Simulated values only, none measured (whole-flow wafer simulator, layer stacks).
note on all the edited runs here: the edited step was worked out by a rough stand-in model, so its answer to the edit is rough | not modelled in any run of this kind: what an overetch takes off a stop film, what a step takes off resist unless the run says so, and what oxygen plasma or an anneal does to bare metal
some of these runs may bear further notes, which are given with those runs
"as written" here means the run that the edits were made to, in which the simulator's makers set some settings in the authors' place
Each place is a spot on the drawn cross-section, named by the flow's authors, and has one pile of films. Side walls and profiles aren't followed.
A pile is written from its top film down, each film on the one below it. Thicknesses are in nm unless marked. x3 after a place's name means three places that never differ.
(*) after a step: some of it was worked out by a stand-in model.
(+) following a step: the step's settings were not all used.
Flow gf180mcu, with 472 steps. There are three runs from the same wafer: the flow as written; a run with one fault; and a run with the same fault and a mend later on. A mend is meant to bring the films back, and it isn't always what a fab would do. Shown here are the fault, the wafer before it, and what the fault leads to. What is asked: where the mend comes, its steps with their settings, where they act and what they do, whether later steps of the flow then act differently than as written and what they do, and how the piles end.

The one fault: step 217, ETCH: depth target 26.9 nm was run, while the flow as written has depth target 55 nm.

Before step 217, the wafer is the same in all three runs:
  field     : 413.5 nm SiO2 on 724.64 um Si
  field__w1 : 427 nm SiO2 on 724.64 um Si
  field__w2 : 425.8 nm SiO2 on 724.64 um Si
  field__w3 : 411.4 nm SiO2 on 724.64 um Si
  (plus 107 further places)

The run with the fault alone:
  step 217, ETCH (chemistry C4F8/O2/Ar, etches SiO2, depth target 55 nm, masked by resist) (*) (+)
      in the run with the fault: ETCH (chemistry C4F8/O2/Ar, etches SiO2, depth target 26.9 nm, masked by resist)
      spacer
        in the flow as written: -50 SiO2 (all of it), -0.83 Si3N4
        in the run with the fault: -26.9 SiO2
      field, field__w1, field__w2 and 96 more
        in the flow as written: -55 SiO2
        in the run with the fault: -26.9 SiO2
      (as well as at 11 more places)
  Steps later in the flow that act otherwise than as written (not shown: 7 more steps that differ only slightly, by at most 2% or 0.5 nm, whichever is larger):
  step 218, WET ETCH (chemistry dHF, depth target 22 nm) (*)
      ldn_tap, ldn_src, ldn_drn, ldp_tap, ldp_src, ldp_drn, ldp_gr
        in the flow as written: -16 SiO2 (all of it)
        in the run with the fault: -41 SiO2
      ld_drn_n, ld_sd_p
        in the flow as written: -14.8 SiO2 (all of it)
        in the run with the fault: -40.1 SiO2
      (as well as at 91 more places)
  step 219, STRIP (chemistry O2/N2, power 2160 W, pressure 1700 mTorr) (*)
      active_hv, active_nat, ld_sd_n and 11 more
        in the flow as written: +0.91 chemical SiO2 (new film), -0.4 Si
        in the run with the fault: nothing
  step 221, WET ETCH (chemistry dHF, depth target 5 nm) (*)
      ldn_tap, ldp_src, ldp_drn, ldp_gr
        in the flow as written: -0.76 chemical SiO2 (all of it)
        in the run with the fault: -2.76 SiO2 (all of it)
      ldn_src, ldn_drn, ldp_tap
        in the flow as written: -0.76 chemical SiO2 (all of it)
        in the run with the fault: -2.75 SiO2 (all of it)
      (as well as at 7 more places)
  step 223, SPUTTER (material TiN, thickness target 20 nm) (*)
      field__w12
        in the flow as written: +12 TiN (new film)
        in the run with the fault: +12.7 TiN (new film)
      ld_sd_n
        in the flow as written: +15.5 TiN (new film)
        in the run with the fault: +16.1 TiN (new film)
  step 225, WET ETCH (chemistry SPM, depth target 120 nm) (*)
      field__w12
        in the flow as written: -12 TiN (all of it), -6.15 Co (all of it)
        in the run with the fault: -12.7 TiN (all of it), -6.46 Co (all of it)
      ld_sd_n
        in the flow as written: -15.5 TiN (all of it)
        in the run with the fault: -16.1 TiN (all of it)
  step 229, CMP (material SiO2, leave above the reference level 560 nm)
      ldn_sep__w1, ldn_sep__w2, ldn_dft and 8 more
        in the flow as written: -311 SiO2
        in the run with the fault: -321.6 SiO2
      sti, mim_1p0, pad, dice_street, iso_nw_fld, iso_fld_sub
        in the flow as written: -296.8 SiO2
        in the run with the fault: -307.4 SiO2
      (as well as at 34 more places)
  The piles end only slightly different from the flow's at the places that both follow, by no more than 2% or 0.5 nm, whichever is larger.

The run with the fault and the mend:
  The mend follows step 217.
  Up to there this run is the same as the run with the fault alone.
  step 217a, ETCH (chemistry C4F8/O2/Ar, etches SiO2, depth target 28.1 nm, masked by resist) (*) (+) (the flow's step 217, run once more with other settings)
      field, field__w1, field__w2 and 96 more
        -28.1 SiO2
      field__w5, field__w9, field__w13 and 8 more
        -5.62 resist
      spacer
        -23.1 SiO2 (all of it), -0.83 Si3N4
  Every later step of the flow that is run acts as written, at every place that is followed, to within 2% or 0.5 nm, whichever is larger.
  The piles end only slightly different from the flow's at the places that both follow, by no more than 2% or 0.5 nm, whichever is larger.
